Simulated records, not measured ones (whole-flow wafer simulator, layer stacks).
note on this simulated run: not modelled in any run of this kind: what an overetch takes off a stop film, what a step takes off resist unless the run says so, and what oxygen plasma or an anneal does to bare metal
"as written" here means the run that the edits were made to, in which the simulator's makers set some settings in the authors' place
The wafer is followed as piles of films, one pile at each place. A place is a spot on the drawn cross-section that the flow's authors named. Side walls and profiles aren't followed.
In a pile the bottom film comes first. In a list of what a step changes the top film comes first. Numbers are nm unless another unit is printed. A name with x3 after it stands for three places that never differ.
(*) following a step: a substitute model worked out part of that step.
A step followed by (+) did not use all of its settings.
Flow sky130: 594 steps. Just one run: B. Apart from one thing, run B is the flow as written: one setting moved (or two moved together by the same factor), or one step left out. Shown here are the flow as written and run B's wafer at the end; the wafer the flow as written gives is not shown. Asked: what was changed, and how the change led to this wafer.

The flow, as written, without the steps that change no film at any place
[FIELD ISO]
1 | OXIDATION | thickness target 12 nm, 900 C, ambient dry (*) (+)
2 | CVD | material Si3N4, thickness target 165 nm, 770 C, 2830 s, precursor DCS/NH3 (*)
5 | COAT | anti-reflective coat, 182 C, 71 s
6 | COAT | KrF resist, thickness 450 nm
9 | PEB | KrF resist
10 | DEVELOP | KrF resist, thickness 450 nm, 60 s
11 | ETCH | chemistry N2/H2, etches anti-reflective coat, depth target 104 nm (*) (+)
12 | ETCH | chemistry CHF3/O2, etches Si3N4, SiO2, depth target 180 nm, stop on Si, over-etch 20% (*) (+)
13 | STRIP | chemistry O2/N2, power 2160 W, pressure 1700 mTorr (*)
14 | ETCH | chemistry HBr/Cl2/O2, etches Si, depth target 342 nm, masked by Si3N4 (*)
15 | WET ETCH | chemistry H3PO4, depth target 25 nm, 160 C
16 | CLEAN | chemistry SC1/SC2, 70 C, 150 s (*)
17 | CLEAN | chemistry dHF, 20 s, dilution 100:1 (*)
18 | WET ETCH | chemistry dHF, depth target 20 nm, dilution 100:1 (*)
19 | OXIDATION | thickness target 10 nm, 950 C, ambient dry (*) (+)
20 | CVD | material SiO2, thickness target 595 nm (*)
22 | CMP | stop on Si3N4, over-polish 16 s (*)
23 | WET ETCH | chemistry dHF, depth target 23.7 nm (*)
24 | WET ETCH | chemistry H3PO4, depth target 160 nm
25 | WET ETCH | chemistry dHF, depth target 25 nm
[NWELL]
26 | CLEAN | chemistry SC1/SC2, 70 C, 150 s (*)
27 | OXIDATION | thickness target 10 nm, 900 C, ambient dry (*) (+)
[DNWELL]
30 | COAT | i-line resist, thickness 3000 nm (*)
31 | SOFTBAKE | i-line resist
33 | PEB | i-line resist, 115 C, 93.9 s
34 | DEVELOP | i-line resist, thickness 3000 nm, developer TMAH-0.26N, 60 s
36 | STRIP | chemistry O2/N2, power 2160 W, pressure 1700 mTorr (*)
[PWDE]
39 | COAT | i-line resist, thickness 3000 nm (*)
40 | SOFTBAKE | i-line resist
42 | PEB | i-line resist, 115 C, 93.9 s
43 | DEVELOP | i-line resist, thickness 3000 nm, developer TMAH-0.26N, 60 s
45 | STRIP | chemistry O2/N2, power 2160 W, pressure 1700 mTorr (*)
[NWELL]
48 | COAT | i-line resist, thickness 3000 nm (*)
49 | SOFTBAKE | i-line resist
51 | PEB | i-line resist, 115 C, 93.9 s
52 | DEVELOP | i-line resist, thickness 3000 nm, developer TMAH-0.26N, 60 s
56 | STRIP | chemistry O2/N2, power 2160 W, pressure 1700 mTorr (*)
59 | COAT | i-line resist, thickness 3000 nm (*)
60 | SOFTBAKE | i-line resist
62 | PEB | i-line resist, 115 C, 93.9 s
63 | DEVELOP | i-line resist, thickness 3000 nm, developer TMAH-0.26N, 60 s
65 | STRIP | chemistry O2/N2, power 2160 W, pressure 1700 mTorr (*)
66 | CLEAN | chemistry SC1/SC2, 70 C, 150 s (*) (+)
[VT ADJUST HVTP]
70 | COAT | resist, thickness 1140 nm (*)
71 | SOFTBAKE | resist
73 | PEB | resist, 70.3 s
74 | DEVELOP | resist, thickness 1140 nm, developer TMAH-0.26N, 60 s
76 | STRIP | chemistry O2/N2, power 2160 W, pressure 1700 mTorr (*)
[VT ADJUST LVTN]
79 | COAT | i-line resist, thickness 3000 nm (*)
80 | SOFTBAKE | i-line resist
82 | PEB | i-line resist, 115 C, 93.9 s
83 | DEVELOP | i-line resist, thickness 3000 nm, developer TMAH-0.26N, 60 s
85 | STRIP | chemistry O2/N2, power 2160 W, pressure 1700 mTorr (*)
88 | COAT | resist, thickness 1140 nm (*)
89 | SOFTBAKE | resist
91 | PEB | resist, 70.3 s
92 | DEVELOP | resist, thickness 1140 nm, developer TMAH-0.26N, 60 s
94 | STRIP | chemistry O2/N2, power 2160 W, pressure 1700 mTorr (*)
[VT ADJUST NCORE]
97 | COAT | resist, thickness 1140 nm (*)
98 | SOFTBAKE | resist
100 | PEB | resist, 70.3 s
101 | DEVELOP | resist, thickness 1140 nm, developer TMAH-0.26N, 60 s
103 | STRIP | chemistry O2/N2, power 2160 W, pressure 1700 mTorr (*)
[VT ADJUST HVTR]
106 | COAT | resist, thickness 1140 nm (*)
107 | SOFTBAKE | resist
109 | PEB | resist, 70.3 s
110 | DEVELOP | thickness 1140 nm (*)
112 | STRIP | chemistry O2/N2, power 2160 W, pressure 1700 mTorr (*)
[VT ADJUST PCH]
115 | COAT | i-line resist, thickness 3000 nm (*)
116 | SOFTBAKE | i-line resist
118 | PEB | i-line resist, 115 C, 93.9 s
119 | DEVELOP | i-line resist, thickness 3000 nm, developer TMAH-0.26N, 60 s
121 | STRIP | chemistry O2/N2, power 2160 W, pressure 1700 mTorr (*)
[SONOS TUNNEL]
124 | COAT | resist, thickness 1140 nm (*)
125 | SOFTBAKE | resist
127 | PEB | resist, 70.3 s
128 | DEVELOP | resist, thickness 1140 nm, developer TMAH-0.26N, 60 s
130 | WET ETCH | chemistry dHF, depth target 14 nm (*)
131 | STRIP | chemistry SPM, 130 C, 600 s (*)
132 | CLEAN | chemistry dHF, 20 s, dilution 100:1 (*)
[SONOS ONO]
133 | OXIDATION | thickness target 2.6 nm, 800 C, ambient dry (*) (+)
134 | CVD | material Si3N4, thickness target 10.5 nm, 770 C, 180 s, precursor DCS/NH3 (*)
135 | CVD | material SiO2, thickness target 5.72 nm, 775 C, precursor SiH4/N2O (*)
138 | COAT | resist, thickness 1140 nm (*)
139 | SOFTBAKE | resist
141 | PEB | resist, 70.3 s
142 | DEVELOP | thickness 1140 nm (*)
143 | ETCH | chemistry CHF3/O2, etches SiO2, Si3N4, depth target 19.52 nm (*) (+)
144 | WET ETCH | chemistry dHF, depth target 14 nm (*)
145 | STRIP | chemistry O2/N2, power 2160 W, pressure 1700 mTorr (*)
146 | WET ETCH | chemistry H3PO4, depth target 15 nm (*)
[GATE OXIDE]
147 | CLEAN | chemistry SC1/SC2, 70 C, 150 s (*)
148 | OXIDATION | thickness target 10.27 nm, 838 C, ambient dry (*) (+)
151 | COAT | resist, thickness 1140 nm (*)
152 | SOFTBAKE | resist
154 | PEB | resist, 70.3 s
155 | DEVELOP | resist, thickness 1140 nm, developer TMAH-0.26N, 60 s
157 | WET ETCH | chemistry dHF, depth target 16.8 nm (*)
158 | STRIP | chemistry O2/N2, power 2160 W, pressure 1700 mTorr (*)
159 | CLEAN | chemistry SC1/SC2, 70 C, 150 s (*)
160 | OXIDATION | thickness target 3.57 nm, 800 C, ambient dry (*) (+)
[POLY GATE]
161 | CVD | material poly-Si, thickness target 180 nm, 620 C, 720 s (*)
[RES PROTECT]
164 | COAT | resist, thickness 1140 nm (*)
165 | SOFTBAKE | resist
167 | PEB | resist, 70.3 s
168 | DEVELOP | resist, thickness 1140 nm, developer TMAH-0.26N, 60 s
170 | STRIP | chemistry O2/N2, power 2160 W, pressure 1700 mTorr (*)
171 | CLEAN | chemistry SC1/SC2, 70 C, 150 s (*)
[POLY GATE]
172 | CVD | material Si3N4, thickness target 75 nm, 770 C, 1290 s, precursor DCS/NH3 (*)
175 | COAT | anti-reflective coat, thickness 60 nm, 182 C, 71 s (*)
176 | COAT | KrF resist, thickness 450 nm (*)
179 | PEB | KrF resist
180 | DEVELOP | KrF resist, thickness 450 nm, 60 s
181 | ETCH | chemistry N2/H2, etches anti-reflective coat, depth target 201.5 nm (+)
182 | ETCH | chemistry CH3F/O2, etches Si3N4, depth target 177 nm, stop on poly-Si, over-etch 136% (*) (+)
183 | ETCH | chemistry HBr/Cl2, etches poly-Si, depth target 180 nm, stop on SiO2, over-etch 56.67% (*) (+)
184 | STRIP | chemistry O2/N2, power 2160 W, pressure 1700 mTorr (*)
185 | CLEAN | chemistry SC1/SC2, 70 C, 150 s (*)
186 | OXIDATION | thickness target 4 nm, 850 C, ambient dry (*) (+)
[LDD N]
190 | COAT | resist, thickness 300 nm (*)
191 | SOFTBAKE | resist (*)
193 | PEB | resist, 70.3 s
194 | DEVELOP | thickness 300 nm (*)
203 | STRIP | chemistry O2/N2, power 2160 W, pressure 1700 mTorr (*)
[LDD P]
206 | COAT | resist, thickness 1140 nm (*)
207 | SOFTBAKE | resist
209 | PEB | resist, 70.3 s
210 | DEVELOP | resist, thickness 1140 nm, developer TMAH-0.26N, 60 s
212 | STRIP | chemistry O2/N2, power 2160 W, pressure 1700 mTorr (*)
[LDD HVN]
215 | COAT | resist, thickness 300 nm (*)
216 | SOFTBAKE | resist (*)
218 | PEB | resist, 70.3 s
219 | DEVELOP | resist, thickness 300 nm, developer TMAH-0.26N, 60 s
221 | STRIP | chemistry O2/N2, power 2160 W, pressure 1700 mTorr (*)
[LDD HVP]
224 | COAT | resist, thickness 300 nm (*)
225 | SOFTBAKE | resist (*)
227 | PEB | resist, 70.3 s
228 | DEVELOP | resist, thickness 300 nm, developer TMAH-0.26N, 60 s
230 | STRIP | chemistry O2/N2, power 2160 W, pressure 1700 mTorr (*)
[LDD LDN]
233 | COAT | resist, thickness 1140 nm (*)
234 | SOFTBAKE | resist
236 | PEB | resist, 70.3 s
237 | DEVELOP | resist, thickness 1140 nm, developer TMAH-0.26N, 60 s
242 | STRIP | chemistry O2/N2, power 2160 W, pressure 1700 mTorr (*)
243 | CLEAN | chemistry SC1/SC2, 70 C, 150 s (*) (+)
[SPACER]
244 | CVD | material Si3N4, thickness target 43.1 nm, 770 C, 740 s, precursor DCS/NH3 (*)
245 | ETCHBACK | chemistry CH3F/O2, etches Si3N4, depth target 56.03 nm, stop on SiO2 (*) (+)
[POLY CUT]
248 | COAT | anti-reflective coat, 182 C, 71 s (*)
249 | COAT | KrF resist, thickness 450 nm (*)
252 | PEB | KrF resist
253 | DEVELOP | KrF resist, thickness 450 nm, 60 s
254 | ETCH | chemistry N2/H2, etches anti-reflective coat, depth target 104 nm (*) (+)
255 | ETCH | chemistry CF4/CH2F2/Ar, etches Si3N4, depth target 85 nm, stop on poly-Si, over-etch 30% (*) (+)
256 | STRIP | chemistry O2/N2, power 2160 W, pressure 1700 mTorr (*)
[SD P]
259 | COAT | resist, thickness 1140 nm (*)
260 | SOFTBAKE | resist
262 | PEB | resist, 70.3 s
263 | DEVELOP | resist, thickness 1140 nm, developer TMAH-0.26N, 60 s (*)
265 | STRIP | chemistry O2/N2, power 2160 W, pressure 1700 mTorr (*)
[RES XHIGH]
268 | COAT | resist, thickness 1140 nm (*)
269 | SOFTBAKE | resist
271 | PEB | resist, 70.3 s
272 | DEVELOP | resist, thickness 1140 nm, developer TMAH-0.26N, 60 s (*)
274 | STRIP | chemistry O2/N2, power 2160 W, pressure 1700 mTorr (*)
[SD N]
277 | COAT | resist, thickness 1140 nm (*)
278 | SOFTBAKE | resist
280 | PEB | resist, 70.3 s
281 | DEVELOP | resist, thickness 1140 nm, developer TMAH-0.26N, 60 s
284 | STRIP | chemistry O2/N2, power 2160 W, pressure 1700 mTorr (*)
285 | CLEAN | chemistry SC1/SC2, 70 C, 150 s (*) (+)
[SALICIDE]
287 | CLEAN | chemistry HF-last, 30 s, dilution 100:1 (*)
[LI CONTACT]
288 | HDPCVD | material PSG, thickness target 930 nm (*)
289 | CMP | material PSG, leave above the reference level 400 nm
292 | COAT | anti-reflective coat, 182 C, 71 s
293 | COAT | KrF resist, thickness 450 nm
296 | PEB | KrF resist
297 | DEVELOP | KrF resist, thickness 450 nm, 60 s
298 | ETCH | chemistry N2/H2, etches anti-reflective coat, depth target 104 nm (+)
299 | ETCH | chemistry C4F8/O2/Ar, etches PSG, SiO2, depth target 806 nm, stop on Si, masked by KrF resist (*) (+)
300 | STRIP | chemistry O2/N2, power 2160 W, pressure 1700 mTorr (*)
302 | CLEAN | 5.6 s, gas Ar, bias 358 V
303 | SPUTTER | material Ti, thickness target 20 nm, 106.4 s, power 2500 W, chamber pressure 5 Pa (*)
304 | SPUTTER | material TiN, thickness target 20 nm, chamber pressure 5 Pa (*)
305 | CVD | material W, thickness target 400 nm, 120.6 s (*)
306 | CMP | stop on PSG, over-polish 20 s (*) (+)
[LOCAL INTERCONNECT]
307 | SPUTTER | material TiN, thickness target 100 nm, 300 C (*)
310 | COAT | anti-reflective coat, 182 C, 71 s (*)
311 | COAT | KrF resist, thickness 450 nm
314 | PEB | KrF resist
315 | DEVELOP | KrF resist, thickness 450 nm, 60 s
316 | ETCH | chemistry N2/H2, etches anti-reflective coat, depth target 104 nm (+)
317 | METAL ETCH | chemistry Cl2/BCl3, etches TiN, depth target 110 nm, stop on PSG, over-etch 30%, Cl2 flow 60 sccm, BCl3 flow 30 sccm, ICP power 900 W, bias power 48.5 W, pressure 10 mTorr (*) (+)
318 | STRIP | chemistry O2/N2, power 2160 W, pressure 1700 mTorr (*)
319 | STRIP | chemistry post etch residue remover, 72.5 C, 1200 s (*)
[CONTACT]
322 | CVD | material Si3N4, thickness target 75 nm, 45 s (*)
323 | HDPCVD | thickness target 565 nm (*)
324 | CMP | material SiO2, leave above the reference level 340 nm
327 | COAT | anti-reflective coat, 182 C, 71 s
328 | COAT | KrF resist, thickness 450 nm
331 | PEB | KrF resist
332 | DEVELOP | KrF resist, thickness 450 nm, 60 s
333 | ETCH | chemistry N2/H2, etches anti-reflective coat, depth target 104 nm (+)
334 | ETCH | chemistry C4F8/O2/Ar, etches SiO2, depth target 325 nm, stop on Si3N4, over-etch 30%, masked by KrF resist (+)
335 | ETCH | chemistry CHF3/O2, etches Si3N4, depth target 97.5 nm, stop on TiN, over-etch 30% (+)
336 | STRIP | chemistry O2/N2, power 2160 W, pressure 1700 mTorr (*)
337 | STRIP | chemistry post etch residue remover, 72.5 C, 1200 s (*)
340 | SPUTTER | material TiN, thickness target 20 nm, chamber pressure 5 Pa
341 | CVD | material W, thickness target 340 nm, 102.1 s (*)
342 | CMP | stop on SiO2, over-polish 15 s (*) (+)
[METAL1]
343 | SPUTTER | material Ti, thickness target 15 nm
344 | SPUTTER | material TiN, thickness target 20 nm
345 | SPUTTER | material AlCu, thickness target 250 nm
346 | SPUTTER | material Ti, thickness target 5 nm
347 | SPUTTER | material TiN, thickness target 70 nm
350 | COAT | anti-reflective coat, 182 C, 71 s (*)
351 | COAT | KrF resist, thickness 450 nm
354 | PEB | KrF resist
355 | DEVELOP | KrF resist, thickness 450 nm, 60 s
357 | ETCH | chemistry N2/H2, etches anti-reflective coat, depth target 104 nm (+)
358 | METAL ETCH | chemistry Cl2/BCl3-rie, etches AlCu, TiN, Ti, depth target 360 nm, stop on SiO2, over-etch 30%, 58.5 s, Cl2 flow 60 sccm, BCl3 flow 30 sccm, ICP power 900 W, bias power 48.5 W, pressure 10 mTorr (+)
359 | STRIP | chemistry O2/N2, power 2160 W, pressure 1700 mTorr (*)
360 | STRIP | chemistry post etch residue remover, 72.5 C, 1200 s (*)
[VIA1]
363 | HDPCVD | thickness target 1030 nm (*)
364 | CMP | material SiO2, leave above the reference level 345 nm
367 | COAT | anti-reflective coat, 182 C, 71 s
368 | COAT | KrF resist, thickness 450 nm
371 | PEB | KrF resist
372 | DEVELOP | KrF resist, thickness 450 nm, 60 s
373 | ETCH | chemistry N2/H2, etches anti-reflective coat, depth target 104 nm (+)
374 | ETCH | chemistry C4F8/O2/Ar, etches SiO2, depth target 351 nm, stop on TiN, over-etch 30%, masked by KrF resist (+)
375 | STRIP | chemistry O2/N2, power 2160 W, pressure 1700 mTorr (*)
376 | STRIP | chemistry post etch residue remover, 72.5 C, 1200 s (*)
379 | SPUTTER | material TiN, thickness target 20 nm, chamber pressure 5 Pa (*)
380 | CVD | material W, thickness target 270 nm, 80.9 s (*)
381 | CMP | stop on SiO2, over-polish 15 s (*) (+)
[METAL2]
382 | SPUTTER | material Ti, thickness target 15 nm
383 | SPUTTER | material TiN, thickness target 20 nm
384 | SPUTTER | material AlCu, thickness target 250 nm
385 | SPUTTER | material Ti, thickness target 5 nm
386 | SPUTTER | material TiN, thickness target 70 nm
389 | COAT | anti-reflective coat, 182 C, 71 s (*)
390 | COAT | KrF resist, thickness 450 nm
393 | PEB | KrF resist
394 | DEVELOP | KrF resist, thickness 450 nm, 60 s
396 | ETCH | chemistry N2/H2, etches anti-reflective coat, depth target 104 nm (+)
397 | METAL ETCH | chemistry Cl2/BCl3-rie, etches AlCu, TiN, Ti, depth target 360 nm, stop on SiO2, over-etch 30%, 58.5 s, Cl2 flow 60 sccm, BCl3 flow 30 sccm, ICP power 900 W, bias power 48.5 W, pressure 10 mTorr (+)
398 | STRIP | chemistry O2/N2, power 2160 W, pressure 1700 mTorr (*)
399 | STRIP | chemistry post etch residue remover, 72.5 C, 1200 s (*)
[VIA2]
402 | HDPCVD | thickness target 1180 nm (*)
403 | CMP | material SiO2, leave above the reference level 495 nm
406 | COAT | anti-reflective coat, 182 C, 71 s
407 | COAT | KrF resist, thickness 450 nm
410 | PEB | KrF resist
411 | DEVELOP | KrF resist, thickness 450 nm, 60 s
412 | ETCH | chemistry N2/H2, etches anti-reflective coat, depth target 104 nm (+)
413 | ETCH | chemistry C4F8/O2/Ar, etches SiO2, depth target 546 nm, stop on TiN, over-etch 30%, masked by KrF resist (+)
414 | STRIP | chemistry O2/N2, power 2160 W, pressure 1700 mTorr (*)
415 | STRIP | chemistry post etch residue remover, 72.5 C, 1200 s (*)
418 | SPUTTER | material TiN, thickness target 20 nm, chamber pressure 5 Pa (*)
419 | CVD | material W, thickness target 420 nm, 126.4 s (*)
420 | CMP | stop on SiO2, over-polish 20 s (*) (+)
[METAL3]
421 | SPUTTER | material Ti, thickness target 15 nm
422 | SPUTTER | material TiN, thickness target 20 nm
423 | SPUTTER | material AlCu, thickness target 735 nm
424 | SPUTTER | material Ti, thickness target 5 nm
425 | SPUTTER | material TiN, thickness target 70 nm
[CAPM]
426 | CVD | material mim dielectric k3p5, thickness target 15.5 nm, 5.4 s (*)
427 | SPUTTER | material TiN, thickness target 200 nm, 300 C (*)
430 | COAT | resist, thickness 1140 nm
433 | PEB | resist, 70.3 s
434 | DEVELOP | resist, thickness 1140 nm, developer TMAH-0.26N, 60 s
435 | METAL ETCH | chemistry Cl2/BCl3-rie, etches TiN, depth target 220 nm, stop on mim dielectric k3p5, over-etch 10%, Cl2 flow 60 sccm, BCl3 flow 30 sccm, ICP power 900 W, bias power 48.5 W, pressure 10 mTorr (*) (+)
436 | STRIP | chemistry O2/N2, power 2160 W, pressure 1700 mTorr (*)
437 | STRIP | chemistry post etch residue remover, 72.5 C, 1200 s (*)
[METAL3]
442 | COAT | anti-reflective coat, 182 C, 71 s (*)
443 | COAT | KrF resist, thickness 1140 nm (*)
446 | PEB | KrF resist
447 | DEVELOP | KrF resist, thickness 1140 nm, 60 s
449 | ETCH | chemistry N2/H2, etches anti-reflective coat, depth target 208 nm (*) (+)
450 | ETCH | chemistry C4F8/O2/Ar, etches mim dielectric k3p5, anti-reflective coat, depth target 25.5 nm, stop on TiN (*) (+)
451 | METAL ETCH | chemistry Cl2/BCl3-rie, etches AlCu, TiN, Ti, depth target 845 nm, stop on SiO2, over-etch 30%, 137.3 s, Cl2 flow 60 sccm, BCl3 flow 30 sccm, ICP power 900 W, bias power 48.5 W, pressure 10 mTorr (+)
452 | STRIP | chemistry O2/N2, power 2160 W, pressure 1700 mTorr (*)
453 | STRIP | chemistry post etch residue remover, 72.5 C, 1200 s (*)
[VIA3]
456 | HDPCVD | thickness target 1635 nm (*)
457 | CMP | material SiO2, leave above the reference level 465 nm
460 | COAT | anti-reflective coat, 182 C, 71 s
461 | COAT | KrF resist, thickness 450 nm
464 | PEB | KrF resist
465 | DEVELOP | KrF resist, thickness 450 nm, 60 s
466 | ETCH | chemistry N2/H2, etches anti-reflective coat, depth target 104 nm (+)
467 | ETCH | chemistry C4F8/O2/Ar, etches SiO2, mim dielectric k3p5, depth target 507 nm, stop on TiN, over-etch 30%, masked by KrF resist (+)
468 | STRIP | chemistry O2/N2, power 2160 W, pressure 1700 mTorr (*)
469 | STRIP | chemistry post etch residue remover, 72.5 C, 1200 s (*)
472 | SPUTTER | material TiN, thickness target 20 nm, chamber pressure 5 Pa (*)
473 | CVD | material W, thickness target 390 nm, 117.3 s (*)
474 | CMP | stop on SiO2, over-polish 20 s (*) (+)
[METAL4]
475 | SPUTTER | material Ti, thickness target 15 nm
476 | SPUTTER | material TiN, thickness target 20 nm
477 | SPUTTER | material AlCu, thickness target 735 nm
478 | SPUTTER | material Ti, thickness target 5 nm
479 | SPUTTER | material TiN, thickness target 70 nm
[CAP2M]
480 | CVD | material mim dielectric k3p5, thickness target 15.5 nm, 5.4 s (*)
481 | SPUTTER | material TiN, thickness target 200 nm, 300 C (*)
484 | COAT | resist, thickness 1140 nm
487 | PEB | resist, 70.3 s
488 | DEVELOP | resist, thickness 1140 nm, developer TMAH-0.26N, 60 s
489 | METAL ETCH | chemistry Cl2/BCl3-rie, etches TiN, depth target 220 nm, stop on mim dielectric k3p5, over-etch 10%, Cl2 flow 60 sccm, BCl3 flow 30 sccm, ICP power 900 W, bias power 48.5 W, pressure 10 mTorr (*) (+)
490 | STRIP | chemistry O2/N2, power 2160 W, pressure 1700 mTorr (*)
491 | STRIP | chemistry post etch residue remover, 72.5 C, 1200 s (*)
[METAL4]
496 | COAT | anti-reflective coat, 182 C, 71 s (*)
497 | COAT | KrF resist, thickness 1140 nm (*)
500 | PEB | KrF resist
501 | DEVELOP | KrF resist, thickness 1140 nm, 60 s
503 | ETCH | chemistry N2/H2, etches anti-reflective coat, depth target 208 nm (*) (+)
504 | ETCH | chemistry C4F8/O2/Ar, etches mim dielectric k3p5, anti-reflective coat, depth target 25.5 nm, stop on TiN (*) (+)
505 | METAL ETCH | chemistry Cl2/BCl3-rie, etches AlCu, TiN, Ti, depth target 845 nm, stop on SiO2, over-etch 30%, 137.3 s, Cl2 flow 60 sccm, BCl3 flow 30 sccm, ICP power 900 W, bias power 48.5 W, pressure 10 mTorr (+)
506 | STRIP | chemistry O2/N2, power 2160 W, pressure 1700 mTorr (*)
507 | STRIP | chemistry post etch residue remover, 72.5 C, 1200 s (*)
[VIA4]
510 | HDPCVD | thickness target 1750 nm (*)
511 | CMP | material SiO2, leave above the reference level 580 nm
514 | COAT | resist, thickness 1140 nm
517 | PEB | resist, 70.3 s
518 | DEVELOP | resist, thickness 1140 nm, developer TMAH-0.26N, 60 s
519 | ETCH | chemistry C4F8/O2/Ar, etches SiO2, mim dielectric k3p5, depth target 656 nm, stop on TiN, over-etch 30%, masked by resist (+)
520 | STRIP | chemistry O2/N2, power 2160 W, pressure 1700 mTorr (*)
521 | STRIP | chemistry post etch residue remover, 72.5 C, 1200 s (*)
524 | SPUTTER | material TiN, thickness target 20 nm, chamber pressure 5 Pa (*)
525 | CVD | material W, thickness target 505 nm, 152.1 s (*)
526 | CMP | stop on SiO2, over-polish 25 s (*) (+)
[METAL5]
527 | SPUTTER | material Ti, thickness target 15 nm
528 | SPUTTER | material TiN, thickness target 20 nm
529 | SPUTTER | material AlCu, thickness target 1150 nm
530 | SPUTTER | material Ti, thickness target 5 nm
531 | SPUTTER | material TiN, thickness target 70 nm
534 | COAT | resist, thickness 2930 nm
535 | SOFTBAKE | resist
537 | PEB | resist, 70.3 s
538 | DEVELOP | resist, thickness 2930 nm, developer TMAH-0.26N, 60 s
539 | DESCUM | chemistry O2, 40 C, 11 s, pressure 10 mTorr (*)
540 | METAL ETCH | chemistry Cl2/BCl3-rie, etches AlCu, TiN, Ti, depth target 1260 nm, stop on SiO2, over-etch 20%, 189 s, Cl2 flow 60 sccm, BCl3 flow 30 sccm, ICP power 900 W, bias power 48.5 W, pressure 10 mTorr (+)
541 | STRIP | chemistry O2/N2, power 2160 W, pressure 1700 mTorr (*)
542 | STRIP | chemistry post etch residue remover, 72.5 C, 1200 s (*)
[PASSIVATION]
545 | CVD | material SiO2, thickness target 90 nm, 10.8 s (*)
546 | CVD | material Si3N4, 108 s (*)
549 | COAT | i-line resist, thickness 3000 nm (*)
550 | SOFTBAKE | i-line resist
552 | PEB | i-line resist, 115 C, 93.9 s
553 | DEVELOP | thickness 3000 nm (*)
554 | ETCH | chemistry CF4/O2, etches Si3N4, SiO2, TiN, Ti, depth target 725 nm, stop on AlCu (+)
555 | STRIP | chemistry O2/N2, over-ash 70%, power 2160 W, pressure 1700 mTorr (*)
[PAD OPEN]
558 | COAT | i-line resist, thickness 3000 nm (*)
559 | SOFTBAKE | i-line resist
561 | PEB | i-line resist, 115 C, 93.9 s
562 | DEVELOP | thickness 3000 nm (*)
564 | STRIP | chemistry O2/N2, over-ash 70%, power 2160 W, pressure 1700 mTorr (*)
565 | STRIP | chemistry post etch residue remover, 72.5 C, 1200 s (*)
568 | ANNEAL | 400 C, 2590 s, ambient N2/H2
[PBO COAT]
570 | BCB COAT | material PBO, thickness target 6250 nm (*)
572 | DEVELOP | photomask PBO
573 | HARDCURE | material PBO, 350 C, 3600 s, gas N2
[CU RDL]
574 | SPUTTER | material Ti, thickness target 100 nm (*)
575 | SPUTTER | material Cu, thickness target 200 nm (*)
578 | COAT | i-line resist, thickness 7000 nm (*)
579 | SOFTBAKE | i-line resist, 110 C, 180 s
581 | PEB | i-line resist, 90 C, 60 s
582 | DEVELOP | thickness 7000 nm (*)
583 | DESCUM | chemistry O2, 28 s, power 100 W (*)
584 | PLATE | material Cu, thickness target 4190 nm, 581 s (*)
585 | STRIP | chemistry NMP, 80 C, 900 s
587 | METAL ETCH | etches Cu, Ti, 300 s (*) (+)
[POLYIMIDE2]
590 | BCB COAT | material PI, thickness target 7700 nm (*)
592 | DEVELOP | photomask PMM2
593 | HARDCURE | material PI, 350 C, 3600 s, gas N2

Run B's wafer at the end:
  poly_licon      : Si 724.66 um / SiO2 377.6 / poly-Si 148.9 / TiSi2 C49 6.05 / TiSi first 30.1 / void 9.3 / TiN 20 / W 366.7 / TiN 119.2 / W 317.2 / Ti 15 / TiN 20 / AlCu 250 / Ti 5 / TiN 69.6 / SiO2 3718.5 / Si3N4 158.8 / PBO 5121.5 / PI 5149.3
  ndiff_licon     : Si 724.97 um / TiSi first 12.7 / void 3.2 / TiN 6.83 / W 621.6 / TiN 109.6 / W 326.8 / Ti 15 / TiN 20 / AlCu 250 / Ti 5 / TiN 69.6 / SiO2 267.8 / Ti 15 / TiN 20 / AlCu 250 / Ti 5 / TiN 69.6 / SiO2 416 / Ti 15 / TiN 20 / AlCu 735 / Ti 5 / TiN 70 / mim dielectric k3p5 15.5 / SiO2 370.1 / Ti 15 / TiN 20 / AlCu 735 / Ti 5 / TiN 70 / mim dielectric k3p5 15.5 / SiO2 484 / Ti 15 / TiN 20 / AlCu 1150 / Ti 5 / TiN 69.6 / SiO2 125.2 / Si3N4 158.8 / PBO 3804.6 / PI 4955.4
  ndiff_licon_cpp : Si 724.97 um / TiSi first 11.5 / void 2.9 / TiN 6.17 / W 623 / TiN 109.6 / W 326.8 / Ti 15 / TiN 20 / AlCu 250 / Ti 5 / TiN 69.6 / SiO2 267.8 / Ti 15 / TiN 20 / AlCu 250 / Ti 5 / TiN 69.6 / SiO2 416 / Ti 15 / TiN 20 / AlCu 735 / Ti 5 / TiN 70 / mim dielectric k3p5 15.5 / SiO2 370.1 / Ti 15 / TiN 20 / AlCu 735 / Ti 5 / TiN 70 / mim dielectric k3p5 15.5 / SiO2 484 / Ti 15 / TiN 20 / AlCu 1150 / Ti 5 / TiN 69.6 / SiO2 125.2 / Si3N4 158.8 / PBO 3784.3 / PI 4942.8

The reason: step 568, ANNEAL: 480 C was run, while the flow as written has 400 C.

How this came from the change, step by step:
  568 | ANNEAL | 400 C, 2590 s, ambient N2/H2
      poly_licon: under 11 films: void gains 9.3 (new film), TiSi first gains 30.1 (new film), TiSi2 C49 gains 6.05 (new film), Ti loses 20 (all of it), poly-Si loses 25.5 (it would be, as written: under 11 films: void gains 1.65 (new film), Ti loses 3.85, TiSi first gains 6.58 (new film), poly-Si loses 4.38)
      ndiff_licon: under 37 films: void gains 3.2 (new film), TiSi first gains 12.7 (new film), Ti loses 7.24 (all of it), Si loses 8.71 (it would be, as written: under 37 films: void gains 1.63 (new film), Ti loses 3.85, TiSi first gains 6.58 (new film), Si loses 4.36)
      (as well as at 2 more places)
If metal films that touch count as one body, poly_licon has 1 body; the flow as written gives 2 bodies (between them, from the top down: void 1.79).
If metal films that touch count as one body, ndiff_licon has 5 bodies (between them, from the top down: SiO2 484 / mim dielectric k3p5 15.5; SiO2 370.1 / mim dielectric k3p5 15.5; SiO2 416; SiO2 267.8); the flow as written gives 6 bodies (between them, from the top down: SiO2 484 / mim dielectric k3p5 15.5; SiO2 370.1 / mim dielectric k3p5 15.5; SiO2 416; SiO2 267.8; void 1.78).
If metal films that touch count as one body, ndiff_licon_cpp has 5 bodies (between them, from the top down: SiO2 484 / mim dielectric k3p5 15.5; SiO2 370.1 / mim dielectric k3p5 15.5; SiO2 416; SiO2 267.8); the flow as written gives 6 bodies (between them, from the top down: SiO2 484 / mim dielectric k3p5 15.5; SiO2 370.1 / mim dielectric k3p5 15.5; SiO2 416; SiO2 267.8; void 1.78).
